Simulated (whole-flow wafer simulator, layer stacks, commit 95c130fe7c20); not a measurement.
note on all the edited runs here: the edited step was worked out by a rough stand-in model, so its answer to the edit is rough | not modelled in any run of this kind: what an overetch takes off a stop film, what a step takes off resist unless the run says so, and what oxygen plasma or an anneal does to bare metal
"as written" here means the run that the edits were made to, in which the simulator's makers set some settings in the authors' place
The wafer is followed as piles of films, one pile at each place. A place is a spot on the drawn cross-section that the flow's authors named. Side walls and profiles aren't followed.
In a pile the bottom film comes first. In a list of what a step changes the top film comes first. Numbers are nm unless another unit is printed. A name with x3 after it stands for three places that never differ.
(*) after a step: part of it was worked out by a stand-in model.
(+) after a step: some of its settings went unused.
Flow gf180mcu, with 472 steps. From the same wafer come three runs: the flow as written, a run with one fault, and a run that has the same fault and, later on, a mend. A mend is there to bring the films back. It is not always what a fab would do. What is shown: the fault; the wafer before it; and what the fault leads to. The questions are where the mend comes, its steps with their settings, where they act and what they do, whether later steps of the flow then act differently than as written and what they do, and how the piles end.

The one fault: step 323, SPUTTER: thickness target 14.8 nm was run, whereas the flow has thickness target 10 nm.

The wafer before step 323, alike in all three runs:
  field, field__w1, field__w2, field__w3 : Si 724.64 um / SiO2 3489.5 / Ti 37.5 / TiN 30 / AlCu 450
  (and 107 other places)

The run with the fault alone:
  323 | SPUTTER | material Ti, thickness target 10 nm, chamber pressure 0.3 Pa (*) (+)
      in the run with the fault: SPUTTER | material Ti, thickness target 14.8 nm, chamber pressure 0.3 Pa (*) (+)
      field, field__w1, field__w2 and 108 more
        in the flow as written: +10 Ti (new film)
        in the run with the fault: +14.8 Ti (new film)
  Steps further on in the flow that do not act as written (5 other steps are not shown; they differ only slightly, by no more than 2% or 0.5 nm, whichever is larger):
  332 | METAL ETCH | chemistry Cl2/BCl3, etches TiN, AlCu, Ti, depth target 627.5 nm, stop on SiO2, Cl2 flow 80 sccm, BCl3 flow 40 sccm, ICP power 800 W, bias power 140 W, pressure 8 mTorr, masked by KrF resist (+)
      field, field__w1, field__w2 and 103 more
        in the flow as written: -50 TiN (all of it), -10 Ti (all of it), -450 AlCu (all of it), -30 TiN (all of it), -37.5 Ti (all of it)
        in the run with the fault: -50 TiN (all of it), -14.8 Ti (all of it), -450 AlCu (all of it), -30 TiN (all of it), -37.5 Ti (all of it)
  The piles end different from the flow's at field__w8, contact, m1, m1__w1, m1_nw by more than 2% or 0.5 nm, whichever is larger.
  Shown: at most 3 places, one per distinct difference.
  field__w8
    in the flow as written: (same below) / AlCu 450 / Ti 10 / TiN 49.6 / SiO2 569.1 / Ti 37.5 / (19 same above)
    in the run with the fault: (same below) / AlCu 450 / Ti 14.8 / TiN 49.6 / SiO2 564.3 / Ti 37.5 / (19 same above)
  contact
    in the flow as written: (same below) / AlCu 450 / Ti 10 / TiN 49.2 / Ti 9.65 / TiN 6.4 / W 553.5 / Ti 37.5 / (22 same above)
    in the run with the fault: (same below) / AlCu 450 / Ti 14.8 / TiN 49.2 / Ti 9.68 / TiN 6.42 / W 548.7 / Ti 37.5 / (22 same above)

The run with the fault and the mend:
  The mend stands after step 323.
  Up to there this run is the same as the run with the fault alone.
  323a | METAL ETCH | chemistry Cl2/BCl3, etches TiN, AlCu, Ti, depth target 4.8 nm, Cl2 flow 80 sccm, BCl3 flow 40 sccm, ICP power 800 W, bias power 140 W, pressure 8 mTorr (the flow's step 260 again, with other settings)
      field, field__w1, field__w2 and 108 more
        -4.8 Ti
  Later steps of the flow that are run all act as written at every place that is followed.
  At every place that both follow, the piles at the end match the flow's.
